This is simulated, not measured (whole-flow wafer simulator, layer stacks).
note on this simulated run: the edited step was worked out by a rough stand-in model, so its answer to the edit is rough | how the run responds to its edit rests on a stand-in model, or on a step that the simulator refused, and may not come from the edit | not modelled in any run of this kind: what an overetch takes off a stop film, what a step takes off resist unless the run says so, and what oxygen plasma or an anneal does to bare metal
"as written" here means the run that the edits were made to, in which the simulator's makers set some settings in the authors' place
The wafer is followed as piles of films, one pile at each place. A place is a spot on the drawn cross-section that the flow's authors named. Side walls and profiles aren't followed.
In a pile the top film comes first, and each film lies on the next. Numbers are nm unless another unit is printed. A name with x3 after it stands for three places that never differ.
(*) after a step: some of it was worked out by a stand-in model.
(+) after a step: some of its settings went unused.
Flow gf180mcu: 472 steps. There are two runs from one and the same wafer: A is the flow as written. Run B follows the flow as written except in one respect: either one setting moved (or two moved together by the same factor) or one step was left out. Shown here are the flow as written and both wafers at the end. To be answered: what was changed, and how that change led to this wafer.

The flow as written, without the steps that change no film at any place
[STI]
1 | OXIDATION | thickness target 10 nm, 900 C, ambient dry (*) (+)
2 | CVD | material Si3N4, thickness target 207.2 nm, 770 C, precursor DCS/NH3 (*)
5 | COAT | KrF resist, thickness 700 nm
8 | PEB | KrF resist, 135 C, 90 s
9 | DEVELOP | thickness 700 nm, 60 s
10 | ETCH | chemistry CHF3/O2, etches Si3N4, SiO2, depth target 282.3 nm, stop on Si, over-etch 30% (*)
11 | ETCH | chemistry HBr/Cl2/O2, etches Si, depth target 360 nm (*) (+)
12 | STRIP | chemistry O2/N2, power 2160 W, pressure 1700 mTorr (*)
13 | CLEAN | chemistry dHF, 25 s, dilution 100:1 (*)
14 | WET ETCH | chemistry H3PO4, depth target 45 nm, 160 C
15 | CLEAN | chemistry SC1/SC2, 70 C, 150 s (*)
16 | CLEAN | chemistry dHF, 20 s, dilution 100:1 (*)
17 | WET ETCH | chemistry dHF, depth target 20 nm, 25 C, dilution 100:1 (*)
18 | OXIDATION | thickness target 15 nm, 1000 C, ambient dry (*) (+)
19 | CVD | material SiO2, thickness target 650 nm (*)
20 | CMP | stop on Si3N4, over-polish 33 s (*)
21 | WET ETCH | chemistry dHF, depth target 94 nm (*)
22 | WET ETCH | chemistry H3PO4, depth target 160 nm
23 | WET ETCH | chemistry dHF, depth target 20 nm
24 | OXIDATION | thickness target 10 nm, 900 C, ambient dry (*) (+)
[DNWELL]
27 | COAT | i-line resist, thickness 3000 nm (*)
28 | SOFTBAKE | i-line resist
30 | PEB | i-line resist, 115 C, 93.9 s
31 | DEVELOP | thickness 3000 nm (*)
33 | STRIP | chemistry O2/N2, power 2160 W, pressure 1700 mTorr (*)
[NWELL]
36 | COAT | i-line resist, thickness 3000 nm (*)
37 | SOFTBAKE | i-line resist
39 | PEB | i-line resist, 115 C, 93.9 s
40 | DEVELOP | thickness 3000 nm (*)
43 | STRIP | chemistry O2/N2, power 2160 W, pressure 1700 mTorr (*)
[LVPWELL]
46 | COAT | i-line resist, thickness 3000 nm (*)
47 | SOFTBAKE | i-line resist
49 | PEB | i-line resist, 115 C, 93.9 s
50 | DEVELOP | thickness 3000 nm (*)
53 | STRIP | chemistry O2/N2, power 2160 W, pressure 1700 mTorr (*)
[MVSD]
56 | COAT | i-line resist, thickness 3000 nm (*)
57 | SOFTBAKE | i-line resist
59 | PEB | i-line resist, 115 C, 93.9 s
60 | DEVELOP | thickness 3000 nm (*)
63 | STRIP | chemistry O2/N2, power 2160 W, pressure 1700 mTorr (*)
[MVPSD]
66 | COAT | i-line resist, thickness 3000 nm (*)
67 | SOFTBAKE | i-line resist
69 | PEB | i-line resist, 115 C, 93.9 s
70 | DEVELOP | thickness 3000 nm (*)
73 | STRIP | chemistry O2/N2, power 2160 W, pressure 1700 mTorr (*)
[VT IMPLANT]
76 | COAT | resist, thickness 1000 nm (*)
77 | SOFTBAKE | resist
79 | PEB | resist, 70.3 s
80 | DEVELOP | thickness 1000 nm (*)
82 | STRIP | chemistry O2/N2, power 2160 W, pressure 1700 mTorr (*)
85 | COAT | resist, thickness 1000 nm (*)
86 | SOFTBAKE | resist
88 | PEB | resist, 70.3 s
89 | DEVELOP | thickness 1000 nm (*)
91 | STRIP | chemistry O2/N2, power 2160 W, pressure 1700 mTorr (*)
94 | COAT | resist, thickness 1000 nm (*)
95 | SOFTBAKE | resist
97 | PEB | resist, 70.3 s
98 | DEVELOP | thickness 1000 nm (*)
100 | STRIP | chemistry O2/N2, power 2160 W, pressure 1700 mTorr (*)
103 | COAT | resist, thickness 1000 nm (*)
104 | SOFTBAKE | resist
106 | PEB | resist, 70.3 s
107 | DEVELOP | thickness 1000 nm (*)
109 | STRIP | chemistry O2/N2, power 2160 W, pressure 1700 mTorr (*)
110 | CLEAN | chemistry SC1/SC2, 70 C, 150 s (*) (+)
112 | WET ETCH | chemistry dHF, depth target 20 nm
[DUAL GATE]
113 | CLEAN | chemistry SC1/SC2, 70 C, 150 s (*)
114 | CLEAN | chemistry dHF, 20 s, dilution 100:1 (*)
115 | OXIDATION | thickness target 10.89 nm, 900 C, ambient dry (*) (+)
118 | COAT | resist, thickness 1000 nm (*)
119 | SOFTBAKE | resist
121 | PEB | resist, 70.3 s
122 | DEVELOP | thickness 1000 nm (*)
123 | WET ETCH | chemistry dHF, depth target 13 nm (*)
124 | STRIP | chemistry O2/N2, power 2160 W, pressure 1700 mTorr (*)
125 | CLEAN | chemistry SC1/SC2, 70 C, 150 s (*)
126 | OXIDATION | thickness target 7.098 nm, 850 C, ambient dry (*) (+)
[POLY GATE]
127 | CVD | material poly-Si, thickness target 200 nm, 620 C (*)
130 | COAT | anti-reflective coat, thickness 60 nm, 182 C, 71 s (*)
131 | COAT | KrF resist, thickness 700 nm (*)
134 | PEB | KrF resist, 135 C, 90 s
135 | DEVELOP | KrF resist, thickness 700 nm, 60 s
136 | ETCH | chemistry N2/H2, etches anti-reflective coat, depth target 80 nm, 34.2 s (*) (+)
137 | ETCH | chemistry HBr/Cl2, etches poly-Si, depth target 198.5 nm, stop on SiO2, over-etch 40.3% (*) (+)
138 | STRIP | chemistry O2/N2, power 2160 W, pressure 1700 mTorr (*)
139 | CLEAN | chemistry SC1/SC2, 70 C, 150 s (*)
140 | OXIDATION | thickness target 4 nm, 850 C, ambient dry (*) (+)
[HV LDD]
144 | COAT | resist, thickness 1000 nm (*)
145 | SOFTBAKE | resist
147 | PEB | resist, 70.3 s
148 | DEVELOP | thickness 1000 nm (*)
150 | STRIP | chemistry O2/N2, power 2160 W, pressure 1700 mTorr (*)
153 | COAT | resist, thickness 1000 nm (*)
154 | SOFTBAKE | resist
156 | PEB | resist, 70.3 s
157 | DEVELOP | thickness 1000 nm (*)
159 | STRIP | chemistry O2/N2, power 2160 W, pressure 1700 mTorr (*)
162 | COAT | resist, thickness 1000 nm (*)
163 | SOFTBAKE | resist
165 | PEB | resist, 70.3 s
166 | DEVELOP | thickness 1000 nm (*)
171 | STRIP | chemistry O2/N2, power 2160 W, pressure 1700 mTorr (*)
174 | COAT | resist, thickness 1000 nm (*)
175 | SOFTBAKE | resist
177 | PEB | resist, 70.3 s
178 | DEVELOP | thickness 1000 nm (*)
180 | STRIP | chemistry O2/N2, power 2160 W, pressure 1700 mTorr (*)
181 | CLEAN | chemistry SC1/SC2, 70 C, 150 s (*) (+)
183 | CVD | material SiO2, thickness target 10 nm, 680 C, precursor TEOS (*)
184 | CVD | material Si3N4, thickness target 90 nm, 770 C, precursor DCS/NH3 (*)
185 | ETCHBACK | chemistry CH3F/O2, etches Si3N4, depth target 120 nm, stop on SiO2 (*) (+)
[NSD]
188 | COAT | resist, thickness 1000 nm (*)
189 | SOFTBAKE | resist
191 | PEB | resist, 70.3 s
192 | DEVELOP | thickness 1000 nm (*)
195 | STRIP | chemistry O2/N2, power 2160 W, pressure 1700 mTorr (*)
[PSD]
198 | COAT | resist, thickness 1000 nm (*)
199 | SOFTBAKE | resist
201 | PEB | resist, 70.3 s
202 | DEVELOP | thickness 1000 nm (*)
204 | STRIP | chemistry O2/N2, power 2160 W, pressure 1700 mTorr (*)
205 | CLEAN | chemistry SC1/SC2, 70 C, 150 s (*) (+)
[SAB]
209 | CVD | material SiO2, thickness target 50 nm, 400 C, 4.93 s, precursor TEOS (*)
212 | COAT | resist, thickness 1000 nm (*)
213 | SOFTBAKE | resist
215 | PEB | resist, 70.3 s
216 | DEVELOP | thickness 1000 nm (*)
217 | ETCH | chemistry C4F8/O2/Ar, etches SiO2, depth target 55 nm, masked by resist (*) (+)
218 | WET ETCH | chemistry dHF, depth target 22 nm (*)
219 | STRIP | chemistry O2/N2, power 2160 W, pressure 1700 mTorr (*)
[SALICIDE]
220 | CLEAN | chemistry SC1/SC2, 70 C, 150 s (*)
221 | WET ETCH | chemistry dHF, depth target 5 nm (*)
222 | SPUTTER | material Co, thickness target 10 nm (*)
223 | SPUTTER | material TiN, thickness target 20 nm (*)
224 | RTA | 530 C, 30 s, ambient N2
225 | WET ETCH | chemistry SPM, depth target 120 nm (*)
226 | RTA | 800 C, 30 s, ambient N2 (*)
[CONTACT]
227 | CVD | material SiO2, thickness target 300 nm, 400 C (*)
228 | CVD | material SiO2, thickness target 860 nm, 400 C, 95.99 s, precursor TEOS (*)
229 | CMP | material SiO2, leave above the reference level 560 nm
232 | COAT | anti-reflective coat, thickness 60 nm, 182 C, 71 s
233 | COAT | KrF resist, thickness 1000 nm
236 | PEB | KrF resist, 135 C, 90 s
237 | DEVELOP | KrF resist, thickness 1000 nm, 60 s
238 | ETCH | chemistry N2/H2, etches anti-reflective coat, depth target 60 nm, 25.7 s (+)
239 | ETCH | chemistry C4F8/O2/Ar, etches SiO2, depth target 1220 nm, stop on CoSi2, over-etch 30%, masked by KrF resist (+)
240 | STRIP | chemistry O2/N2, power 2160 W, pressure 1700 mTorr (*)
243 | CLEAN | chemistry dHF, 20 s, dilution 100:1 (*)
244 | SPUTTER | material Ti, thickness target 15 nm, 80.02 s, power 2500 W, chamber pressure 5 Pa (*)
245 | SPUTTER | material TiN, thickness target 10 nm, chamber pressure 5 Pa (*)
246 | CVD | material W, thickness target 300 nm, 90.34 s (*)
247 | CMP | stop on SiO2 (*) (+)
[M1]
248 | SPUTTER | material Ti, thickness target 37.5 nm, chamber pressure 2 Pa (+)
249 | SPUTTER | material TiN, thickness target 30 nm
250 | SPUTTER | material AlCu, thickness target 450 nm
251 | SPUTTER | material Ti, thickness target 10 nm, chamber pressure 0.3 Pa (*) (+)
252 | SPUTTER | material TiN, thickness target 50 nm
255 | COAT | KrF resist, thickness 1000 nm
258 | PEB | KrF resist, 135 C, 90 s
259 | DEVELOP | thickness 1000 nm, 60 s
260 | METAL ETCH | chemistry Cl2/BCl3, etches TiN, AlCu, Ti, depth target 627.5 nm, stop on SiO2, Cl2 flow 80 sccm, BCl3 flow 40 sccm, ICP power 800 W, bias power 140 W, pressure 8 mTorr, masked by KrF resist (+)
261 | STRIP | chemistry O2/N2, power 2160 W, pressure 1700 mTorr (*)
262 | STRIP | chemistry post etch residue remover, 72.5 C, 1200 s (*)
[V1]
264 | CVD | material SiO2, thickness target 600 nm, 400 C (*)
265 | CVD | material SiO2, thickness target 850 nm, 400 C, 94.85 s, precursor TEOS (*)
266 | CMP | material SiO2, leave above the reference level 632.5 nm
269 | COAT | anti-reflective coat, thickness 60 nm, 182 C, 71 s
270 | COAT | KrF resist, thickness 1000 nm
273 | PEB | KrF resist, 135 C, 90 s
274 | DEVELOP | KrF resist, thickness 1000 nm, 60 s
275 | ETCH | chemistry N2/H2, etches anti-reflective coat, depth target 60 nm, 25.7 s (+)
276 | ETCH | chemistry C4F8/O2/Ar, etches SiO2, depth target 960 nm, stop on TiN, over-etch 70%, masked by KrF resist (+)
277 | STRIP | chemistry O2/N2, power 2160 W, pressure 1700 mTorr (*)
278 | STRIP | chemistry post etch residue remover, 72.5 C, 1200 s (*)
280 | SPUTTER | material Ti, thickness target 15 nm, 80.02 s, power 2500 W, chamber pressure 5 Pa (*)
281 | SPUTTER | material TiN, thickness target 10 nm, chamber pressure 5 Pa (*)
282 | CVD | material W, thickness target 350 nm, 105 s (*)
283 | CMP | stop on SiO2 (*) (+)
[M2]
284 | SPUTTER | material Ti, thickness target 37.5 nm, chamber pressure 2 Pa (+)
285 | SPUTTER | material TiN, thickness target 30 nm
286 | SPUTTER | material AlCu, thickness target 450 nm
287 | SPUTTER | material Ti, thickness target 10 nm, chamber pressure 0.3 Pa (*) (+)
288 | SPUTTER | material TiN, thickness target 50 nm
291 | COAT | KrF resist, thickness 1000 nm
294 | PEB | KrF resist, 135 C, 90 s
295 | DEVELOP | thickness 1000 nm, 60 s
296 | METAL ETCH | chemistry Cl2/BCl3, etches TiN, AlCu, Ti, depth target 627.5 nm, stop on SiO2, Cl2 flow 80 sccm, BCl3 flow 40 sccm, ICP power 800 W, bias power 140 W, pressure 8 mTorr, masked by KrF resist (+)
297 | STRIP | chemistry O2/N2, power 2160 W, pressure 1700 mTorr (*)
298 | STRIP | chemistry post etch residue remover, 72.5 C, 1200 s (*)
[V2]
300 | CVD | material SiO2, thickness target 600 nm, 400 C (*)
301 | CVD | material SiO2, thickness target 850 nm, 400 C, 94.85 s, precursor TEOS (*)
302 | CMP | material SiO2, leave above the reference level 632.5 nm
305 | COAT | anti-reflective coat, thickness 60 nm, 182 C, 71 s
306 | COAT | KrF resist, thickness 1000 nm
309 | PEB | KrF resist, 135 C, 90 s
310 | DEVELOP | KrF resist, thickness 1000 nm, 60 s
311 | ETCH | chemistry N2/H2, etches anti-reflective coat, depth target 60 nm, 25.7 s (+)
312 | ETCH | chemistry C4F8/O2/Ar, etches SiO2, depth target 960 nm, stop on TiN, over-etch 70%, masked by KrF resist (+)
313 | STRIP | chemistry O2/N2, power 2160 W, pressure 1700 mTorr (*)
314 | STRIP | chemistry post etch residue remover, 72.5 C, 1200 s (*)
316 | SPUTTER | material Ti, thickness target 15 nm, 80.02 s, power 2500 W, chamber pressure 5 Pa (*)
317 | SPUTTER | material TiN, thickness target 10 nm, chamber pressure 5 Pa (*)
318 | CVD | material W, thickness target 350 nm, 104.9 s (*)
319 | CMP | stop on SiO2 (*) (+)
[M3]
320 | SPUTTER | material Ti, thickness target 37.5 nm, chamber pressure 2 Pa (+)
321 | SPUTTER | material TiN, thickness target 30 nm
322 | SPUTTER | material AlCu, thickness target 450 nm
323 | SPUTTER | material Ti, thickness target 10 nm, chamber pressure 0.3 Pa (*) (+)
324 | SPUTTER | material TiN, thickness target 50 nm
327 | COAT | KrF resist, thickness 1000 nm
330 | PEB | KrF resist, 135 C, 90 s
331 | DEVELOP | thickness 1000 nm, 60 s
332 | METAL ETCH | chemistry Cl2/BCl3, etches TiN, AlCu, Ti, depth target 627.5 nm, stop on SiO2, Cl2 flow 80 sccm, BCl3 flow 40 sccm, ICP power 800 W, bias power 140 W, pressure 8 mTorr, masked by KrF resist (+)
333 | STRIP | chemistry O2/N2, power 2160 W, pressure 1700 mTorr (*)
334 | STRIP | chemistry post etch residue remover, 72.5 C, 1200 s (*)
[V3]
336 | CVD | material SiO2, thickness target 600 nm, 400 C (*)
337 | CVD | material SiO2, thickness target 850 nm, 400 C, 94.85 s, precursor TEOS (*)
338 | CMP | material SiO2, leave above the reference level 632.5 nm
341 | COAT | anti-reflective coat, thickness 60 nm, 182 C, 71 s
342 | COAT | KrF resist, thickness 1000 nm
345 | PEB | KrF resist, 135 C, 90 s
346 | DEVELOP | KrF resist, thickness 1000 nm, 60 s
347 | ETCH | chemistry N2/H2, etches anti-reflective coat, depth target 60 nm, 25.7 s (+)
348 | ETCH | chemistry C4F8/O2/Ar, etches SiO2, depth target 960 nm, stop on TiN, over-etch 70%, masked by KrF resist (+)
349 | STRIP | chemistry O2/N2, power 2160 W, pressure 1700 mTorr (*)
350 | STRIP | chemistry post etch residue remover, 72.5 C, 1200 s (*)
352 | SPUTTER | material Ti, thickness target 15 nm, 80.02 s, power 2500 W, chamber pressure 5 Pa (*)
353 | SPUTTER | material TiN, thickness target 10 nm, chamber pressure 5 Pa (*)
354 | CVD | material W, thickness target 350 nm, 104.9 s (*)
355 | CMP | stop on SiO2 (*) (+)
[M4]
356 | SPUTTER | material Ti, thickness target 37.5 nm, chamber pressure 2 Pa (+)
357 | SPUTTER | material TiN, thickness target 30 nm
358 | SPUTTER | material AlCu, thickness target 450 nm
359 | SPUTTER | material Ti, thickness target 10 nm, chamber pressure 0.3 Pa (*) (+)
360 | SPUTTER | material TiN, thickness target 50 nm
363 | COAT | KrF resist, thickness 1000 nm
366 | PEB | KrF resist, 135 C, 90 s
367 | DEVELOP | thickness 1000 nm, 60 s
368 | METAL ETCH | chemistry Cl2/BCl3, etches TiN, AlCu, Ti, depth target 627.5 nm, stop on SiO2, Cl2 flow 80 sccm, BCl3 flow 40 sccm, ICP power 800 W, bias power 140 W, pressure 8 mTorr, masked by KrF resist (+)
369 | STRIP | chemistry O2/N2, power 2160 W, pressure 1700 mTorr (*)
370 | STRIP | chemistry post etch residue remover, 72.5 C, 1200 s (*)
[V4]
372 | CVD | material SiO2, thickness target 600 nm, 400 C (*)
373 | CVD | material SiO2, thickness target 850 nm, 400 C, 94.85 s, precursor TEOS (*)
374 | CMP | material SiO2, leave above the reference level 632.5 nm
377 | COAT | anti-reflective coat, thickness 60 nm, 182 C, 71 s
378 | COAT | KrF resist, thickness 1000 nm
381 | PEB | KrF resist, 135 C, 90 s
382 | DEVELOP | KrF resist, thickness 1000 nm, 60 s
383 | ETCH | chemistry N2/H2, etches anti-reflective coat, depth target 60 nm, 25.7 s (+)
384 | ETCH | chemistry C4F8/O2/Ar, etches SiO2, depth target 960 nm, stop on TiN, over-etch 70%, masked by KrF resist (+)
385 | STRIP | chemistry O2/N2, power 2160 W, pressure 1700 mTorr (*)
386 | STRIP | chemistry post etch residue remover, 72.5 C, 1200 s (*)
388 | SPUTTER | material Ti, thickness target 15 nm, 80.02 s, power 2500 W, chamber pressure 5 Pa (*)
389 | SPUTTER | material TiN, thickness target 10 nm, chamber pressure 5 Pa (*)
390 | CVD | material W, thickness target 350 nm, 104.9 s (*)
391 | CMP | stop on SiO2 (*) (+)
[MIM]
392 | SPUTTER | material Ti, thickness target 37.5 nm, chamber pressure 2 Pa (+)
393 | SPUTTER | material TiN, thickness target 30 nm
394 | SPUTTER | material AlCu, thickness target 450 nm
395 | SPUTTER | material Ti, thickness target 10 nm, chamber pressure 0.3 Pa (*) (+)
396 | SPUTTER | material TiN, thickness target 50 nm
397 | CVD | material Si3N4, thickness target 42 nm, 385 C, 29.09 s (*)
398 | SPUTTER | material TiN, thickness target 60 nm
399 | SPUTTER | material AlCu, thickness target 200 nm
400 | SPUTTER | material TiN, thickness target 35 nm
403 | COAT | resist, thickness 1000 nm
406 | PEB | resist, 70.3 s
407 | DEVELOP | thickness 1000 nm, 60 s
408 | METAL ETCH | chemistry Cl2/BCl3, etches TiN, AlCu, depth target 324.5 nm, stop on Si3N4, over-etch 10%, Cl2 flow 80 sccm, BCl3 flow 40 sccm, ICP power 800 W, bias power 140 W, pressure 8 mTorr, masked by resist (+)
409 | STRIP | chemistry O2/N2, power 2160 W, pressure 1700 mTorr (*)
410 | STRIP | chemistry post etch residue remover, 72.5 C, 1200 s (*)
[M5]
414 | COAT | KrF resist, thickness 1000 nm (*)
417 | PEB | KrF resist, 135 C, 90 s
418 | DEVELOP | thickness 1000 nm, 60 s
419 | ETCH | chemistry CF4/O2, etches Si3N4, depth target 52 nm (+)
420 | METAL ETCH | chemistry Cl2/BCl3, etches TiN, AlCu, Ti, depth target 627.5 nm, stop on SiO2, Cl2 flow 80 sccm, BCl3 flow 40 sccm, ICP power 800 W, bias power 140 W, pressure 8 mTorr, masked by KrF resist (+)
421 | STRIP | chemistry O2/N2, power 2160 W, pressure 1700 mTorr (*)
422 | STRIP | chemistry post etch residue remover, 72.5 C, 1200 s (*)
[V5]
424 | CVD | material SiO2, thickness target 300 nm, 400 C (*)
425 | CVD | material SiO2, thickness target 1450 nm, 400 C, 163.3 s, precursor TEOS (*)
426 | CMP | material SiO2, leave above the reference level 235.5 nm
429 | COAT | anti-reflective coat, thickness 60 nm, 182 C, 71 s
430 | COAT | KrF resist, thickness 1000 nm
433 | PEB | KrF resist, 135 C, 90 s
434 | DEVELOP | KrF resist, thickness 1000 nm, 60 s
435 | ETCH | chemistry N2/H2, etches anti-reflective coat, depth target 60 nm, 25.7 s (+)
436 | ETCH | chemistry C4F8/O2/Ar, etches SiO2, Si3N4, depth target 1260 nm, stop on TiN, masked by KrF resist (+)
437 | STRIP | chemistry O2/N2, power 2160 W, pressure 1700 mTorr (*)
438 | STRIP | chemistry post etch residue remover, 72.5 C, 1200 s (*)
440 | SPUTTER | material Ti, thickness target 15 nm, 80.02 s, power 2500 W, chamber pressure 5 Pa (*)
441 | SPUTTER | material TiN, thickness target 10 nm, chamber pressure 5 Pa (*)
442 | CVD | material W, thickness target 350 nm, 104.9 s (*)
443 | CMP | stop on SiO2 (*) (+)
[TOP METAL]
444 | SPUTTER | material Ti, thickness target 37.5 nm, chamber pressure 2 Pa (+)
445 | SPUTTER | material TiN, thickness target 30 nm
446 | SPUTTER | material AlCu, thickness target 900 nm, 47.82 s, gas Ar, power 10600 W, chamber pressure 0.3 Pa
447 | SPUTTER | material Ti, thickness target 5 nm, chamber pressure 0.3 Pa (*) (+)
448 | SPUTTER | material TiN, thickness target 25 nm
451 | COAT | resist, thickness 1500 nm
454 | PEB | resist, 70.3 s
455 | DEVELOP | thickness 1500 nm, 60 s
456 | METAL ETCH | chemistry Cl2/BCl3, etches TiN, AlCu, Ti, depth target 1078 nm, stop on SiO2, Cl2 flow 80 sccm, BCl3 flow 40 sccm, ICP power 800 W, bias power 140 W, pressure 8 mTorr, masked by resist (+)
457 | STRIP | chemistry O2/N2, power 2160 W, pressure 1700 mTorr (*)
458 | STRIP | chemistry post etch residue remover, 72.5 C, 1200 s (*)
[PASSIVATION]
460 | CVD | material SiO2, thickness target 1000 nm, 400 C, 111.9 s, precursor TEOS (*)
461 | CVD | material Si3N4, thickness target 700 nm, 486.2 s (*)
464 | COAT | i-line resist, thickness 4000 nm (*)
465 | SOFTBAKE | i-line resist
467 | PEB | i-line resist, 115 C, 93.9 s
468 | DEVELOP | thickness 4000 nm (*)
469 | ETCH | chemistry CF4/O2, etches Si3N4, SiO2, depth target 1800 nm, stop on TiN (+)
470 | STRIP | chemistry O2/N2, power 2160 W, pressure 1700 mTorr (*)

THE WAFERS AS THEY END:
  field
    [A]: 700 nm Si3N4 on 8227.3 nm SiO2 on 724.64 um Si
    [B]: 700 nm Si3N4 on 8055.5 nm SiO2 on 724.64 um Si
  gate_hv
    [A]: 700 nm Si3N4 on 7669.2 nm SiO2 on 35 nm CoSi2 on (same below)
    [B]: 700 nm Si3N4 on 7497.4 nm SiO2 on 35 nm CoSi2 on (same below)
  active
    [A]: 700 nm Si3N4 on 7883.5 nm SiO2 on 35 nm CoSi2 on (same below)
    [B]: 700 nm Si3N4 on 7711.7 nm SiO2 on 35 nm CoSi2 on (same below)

What caused this: step 460, CVD: thickness target 825 nm was run, though the flow has thickness target 1000 nm; step 460, CVD: 92.35 s was run, where the flow has 111.9 s.

The path from the change to this, step by step:
  460 | CVD | material SiO2, thickness target 1000 nm, 400 C, 111.9 s, precursor TEOS (*)
      field, field__w1, field__w2 and 103 more: A SiO2 gains 1000 | B SiO2 gains 828.2
      field__w8, contact, m1, m1__w1, pad, m1_nw: A SiO2 gains 1000 (new film) | B SiO2 gains 828.2 (new film)
  465 | SOFTBAKE | i-line resist
      gate: A i-line resist gains 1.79 | B i-line resist loses 0.33
      ld_acc_p, ld_fp_p, ld_drift_p: A i-line resist gains 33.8 | B i-line resist gains 27
      (and at 57 other places as well)
  469 | ETCH | chemistry CF4/O2, etches Si3N4, SiO2, depth target 1800 nm, stop on TiN (+)
      pad: A Si3N4 loses 700 (all of it), SiO2 loses 1000 (all of it) | B Si3N4 loses 700 (all of it), SiO2 loses 828.2 (all of it)
